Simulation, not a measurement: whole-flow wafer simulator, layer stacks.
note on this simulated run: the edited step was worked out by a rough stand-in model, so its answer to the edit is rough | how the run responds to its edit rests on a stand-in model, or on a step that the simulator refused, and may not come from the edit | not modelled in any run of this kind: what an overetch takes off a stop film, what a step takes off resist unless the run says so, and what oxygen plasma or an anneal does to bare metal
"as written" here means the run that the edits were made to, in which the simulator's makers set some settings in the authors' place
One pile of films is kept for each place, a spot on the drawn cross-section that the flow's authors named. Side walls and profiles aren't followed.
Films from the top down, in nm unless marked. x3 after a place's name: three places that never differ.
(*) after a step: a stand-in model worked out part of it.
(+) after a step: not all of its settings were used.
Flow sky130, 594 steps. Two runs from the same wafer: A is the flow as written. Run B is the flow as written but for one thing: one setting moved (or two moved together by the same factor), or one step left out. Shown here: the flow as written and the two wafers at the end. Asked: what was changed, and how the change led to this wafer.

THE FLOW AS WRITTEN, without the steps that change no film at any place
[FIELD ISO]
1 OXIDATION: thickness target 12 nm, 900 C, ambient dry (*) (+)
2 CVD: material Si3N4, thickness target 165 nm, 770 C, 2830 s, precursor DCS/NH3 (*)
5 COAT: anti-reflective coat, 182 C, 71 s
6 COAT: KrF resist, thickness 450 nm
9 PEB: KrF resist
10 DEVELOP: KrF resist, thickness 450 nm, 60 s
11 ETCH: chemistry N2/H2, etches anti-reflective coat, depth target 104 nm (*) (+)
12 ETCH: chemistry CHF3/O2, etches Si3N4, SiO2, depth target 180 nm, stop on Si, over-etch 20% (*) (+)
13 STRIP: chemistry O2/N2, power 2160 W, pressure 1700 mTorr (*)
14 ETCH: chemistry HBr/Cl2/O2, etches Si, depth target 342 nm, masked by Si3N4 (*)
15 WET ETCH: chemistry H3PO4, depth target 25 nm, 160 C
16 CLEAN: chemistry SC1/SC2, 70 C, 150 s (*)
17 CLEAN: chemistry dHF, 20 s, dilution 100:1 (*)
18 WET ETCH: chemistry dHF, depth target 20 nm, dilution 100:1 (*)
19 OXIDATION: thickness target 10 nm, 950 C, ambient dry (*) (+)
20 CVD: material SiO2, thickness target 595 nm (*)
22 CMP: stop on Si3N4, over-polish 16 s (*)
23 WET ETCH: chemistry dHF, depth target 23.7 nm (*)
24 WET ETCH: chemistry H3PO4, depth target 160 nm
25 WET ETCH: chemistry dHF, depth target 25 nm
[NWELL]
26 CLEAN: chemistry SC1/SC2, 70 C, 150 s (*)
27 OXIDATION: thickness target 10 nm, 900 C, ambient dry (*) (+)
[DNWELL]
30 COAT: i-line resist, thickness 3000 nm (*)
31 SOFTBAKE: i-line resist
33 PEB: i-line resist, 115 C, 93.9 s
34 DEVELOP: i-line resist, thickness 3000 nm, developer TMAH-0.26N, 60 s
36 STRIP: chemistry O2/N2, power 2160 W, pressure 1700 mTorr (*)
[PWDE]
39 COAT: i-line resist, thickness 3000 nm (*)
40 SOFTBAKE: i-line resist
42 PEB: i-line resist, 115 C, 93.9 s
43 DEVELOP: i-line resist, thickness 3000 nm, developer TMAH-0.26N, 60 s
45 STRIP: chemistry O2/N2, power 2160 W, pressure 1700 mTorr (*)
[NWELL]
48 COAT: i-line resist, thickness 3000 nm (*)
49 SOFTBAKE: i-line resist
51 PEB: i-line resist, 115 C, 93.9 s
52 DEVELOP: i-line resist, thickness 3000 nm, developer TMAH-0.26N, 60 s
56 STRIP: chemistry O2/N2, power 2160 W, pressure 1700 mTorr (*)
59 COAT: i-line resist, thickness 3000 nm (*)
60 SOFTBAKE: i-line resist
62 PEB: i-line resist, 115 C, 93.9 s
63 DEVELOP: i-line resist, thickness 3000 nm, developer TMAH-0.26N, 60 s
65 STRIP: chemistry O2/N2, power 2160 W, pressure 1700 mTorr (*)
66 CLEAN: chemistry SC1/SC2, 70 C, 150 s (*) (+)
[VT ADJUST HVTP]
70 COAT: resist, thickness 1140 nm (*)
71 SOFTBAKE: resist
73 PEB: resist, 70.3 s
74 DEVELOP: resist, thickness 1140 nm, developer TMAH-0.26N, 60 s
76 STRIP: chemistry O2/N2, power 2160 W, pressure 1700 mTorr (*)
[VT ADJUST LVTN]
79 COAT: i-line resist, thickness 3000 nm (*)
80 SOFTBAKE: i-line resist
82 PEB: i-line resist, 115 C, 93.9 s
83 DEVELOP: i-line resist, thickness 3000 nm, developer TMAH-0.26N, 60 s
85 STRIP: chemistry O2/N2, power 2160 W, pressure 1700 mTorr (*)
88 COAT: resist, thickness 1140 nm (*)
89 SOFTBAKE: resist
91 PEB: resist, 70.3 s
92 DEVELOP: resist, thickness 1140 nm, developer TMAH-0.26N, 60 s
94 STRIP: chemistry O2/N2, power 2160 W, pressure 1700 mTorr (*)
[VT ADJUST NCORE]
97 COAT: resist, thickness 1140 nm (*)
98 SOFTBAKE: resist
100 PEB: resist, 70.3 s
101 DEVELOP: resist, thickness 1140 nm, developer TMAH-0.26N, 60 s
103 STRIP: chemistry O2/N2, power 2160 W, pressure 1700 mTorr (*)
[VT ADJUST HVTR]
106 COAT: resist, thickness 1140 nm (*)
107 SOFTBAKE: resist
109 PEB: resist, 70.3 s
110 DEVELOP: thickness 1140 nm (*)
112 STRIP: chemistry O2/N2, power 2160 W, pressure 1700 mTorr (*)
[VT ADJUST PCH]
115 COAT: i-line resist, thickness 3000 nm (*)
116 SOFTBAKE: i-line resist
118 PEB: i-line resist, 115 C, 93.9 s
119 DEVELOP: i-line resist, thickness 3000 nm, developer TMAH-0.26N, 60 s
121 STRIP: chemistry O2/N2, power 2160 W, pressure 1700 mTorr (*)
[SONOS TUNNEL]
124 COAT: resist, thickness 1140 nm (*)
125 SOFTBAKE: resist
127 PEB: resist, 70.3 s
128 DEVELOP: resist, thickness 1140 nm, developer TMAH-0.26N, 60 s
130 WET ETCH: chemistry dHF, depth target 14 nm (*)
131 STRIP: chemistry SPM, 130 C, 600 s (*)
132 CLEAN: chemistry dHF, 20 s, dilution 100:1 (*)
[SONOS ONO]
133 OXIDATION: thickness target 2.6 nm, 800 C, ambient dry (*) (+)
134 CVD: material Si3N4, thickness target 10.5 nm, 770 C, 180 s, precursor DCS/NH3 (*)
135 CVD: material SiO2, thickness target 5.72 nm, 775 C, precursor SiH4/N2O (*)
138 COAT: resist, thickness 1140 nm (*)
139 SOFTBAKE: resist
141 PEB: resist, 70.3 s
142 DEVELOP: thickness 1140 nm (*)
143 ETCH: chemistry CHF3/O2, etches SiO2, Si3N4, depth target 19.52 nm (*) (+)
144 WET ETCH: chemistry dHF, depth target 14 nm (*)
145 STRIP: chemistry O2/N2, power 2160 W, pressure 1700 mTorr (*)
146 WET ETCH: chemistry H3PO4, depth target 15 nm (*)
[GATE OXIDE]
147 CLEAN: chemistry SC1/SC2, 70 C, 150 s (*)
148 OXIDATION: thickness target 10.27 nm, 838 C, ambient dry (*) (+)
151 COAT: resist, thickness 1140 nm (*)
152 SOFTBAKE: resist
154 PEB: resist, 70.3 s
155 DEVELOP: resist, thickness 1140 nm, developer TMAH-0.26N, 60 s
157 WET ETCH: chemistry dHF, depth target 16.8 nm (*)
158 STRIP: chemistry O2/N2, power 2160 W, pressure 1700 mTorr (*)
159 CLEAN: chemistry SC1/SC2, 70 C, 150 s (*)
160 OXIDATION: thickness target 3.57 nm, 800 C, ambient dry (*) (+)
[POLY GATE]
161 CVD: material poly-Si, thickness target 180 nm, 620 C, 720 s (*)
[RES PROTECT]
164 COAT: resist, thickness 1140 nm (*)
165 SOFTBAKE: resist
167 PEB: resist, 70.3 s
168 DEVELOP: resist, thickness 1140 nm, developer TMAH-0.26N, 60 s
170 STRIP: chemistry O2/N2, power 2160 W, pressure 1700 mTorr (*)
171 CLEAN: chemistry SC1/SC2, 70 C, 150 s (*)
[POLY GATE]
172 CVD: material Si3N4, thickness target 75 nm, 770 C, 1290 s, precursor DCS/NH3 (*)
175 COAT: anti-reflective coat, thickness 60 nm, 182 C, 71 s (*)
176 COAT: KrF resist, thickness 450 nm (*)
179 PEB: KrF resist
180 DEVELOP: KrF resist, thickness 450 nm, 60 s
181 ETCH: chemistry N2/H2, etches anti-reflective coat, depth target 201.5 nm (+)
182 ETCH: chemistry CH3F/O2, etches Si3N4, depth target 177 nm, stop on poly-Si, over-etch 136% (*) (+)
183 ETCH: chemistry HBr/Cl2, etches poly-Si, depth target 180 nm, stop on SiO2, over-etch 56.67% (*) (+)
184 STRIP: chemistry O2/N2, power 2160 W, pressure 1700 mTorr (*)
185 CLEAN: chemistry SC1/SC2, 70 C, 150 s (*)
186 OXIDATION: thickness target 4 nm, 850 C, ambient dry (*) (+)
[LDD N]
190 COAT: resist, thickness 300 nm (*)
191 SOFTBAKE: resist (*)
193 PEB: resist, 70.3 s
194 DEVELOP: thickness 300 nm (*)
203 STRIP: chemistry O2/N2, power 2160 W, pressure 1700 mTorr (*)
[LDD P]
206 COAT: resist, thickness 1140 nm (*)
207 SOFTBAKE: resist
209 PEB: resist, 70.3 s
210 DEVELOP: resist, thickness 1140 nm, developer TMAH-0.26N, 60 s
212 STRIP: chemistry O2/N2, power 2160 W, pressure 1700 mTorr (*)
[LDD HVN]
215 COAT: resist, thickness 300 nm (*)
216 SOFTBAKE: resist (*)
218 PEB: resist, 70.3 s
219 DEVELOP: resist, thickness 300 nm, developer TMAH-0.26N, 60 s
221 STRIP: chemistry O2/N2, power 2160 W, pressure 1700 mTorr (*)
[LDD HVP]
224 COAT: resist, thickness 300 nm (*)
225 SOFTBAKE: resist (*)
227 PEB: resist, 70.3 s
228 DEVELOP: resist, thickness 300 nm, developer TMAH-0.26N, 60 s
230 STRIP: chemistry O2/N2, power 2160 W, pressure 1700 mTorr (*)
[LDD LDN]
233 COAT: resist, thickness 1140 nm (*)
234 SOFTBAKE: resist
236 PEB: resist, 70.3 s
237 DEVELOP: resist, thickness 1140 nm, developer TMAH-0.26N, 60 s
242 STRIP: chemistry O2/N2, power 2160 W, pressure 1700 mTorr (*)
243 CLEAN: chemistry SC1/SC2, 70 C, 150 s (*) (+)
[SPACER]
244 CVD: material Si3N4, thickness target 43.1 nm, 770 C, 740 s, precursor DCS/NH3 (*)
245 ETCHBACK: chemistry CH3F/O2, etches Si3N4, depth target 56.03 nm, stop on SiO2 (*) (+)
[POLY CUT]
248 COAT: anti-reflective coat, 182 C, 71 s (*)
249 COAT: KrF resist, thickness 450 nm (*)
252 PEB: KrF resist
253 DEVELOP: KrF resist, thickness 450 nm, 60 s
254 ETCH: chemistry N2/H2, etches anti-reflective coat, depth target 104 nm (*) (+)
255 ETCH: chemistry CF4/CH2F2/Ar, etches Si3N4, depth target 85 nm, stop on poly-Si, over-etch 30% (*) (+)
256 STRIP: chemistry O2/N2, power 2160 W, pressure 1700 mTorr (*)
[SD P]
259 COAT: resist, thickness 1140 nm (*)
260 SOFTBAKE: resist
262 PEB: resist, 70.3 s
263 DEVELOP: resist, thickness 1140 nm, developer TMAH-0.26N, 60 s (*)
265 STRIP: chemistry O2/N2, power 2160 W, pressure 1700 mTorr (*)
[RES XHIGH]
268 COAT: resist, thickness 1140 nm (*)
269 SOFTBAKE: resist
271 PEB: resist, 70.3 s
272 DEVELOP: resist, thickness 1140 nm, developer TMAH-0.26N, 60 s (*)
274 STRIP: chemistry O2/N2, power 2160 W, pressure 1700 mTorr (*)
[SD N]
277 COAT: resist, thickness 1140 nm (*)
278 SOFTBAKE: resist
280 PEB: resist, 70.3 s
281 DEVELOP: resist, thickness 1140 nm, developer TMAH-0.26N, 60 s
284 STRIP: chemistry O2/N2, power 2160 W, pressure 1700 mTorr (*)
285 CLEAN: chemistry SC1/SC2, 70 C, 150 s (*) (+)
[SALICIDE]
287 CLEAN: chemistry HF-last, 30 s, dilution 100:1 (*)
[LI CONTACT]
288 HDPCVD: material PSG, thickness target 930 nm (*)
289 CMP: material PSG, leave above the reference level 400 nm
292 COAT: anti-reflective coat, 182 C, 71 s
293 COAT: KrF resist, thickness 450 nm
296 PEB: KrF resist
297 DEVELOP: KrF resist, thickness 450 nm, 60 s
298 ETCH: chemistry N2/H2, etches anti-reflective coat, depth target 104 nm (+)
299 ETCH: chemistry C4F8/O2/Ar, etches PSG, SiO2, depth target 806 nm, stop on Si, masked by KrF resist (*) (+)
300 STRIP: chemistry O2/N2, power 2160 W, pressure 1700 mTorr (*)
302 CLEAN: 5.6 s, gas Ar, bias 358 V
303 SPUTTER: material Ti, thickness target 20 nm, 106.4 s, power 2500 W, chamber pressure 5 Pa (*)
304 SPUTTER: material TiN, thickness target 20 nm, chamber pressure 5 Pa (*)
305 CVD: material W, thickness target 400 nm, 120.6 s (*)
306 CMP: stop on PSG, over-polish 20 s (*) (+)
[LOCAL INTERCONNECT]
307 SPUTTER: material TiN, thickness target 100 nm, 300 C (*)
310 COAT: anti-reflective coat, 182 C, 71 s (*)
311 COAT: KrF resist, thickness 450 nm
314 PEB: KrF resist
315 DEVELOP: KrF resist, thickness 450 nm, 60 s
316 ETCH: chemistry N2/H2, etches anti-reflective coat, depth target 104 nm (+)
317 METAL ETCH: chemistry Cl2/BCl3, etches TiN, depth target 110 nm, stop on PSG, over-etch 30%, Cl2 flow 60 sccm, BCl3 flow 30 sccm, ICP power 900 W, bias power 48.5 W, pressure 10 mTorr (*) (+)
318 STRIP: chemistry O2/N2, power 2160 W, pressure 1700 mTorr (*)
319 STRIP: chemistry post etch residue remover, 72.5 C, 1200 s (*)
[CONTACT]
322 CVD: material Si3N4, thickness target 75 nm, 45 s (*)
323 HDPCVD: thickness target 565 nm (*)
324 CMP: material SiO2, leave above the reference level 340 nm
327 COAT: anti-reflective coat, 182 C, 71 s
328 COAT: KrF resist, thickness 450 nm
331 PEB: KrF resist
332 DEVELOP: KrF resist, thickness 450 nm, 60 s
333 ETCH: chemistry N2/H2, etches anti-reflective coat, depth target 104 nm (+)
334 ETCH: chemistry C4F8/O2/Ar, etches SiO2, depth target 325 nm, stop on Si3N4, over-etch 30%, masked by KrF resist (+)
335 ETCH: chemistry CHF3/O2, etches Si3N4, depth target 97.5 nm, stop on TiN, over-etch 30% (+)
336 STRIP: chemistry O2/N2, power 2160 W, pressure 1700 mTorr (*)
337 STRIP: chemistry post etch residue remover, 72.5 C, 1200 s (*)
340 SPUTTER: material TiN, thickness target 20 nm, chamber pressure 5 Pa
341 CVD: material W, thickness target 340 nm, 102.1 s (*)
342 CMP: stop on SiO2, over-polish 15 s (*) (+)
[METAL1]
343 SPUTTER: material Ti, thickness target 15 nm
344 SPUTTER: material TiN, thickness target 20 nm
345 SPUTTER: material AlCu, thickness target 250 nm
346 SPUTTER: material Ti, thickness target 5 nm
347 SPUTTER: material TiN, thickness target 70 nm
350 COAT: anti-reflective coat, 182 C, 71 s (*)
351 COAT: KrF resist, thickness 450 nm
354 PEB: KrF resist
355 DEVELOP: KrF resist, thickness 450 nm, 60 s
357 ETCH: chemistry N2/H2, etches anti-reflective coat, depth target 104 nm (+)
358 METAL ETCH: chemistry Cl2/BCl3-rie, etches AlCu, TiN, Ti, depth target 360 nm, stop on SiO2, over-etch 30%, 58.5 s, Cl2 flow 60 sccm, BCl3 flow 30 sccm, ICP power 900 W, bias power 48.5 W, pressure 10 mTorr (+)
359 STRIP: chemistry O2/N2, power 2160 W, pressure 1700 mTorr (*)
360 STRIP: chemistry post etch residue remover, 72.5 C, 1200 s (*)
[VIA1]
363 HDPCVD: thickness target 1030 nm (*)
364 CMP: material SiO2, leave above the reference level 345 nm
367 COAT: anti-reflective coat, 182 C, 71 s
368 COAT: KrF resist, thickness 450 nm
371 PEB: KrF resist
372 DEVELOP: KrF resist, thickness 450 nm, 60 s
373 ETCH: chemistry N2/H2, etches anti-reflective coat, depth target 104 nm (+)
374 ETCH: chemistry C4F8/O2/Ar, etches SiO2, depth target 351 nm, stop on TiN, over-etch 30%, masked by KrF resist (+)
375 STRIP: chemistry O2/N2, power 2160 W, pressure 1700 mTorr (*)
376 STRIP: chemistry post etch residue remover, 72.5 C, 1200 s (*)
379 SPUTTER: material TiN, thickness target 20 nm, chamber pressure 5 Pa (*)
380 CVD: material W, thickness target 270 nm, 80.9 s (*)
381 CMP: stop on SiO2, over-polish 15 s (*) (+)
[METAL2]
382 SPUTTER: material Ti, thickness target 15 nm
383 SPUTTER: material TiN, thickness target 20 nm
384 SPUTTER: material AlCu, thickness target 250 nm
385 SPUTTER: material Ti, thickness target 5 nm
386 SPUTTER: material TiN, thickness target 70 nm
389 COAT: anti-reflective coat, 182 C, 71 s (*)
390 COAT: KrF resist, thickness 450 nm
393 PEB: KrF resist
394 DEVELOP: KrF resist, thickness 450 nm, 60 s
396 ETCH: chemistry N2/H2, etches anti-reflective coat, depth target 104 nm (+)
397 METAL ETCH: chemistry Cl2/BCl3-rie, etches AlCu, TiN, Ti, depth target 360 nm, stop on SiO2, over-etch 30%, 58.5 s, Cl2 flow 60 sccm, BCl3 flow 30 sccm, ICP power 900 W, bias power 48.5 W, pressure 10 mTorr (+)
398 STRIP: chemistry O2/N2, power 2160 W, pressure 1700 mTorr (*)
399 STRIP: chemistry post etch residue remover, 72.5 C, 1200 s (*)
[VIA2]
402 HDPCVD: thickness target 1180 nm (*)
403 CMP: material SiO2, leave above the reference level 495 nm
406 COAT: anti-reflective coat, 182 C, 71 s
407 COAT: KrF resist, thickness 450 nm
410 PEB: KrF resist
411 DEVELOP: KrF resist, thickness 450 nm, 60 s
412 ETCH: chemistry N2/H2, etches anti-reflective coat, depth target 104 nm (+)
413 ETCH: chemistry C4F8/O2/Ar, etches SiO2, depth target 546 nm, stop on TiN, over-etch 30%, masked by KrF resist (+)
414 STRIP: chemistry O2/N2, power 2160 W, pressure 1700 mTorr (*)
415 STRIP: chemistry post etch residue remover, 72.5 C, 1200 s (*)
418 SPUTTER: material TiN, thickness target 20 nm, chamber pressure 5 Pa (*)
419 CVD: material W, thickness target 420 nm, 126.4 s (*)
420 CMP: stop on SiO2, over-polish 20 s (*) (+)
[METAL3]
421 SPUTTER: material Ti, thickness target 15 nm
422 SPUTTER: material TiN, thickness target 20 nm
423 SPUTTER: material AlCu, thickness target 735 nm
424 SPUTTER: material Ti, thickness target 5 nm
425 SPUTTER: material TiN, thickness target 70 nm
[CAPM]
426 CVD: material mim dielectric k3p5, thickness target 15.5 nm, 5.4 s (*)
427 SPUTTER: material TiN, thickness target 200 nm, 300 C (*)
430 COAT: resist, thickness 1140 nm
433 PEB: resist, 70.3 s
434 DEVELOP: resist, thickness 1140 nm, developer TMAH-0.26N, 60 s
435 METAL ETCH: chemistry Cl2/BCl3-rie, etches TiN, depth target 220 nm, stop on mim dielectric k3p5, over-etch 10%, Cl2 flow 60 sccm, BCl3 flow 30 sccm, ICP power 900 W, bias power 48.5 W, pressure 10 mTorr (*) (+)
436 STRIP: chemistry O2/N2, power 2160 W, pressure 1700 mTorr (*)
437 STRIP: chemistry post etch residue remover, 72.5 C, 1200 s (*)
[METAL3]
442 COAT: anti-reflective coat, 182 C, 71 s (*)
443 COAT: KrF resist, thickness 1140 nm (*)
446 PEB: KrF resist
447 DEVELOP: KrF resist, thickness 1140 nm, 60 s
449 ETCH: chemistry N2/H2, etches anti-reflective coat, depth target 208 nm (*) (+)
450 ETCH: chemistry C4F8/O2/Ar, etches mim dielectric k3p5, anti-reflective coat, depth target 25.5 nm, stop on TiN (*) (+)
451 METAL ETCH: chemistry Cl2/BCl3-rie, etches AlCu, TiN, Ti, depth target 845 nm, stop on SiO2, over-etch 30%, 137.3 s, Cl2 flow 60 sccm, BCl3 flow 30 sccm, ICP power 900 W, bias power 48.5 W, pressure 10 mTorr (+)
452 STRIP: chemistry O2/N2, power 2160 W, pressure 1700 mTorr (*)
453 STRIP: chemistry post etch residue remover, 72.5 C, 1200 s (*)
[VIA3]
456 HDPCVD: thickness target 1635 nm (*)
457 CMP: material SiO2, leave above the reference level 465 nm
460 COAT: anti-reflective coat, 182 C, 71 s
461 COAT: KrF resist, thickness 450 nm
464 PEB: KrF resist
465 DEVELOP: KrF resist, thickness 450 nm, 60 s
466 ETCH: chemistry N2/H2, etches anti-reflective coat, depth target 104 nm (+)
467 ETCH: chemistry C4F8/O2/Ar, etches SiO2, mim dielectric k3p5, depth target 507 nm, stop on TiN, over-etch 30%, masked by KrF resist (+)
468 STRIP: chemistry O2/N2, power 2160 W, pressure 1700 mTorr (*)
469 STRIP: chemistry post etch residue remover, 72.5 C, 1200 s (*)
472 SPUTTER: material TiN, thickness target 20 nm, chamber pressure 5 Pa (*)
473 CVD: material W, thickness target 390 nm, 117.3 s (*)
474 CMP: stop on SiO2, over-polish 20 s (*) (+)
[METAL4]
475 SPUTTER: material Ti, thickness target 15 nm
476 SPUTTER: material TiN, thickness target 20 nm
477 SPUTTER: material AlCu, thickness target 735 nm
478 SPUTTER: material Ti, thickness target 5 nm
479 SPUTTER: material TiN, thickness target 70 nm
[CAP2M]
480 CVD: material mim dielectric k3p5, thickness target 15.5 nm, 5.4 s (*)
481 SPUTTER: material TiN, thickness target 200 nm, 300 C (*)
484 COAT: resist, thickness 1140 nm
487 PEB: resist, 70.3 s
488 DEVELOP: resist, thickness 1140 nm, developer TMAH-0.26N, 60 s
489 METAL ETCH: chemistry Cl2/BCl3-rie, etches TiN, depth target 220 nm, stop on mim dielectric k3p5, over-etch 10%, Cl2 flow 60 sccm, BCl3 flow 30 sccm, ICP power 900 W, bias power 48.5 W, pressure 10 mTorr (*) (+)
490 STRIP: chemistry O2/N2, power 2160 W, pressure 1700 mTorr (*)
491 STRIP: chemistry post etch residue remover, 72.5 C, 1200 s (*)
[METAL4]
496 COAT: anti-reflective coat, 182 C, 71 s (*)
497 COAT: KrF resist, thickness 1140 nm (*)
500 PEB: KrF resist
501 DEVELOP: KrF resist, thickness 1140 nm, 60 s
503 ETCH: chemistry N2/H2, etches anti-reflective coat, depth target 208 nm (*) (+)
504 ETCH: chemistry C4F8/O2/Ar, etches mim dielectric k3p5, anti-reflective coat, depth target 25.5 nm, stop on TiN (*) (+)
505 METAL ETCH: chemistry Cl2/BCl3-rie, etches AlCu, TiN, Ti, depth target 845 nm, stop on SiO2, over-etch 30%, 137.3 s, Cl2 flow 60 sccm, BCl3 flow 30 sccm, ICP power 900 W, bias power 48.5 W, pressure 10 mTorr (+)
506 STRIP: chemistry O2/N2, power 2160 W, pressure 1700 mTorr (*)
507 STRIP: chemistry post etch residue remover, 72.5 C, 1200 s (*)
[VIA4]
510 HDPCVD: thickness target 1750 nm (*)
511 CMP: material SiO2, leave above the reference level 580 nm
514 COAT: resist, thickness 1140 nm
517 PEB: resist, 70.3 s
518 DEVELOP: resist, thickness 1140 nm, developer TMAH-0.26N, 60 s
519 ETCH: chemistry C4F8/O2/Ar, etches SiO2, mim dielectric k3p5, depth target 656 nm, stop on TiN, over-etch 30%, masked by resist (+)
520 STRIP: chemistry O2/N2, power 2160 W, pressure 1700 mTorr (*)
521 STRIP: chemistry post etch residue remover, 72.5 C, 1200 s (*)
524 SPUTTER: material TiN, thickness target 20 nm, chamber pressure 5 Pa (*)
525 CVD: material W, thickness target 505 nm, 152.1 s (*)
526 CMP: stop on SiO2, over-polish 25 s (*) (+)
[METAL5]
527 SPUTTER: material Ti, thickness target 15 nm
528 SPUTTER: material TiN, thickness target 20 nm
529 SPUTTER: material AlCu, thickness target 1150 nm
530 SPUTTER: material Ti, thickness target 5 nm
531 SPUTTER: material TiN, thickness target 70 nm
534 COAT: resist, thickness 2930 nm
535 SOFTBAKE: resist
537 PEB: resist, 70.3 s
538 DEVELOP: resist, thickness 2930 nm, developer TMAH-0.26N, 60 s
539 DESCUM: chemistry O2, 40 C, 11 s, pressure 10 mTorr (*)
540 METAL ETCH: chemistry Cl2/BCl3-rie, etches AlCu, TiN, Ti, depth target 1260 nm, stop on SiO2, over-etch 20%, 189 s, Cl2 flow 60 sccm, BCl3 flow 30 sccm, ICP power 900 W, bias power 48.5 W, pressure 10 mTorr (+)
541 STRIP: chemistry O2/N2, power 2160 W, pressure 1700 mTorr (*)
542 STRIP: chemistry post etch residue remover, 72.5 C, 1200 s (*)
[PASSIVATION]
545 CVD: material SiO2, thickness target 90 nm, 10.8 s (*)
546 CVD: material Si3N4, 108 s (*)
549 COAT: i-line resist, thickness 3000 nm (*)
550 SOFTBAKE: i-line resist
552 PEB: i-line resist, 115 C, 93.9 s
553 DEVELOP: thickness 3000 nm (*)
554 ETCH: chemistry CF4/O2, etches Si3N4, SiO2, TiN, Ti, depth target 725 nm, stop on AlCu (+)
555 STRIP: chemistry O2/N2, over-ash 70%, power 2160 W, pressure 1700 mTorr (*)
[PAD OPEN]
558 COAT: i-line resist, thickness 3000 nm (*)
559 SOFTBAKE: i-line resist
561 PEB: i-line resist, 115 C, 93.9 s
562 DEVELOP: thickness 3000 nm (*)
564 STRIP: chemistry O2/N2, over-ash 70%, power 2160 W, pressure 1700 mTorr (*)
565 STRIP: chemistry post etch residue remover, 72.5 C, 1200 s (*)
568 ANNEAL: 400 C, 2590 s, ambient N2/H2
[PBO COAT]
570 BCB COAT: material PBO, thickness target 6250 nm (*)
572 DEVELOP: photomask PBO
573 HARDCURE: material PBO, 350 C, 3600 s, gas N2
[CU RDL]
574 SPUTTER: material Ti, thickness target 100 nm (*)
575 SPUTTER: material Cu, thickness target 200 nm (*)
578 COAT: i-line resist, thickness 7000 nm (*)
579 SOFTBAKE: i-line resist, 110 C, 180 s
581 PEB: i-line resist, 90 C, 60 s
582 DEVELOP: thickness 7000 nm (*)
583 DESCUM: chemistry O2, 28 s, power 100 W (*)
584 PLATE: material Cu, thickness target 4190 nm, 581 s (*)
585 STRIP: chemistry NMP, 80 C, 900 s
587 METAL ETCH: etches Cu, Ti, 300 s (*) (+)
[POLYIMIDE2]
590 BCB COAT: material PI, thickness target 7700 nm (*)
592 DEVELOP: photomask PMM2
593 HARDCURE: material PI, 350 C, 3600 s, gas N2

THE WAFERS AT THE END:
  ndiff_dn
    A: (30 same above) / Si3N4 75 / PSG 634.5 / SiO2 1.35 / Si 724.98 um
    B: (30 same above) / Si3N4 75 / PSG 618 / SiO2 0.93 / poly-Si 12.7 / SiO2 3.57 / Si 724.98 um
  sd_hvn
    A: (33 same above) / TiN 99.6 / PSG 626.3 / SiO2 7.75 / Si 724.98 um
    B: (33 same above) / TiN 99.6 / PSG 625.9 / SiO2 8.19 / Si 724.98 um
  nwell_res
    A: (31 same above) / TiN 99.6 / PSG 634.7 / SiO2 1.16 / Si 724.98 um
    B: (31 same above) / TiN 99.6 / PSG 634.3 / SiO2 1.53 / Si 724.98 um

The cause: step 183, ETCH: depth target 128 nm was run, where the flow has depth target 180 nm.

How the change led to this, step by step:
  183 ETCH: chemistry HBr/Cl2, etches poly-Si, depth target 180 nm, stop on SiO2, over-etch 56.67% (*) (+)
      ndiff_dn: A poly-Si -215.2 (all of it), SiO2 -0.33 | B poly-Si -200.5
      n_well, gate, gate_hv and 74 more: A KrF resist -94 | B KrF resist -66.8
  184 STRIP: chemistry O2/N2, power 2160 W, pressure 1700 mTorr (*)
      ndiff_dn: A nothing | B chemical SiO2 +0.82 (new film), poly-Si -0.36
      dice_street, grade_field_poly: A KrF resist -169 (all of it), anti-reflective coat -60 (all of it) | B KrF resist -196.2 (all of it), anti-reflective coat -60 (all of it)
      (and at 75 more places)
  186 OXIDATION: thickness target 4 nm, 850 C, ambient dry (*) (+)
      ndiff_dn: A SiO2 +1.52, Si -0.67 | B SiO2 +4 (new film), chemical SiO2 -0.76 (all of it), poly-Si -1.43
  190 COAT: resist, thickness 300 nm (*)
      ndiff_dn: A resist +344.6 (new film) | B resist +331.1 (new film)
  203 STRIP: chemistry O2/N2, power 2160 W, pressure 1700 mTorr (*)
      ndiff_dn: A resist -340.4 (all of it) | B resist -327 (all of it)
  215 COAT: resist, thickness 300 nm (*)
      ndiff_dn: A resist +344.6 (new film) | B resist +331.1 (new film)
  221 STRIP: chemistry O2/N2, power 2160 W, pressure 1700 mTorr (*)
      ndiff_dn: A resist -340.4 (all of it) | B resist -327 (all of it)
  224 COAT: resist, thickness 300 nm (*)
      ndiff_dn: A resist +344.6 (new film) | B resist +331.1 (new film)
  230 STRIP: chemistry O2/N2, power 2160 W, pressure 1700 mTorr (*)
      ndiff_dn: A resist -340.4 (all of it) | B resist -327 (all of it)
  248 COAT: anti-reflective coat, 182 C, 71 s (*)
      field: A anti-reflective coat +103 (new film) | B anti-reflective coat +106 (new film)
      gate_p_g5v0: A anti-reflective coat +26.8 (new film) | B anti-reflective coat +27.5 (new film)
      (and at 2 more places)
  256 STRIP: chemistry O2/N2, power 2160 W, pressure 1700 mTorr (*)
      field: A KrF resist -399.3 (all of it), anti-reflective coat -103 (all of it) | B KrF resist -397.2 (all of it), anti-reflective coat -106 (all of it)
      gate_p_g5v0: A KrF resist -317.7 (all of it), anti-reflective coat -26.8 (all of it) | B KrF resist -317.7 (all of it), anti-reflective coat -27.5 (all of it)
      (and at 3 more places)
  289 CMP: material PSG, leave above the reference level 400 nm
      ndiff_dn: A PSG -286 | B PSG -302.5
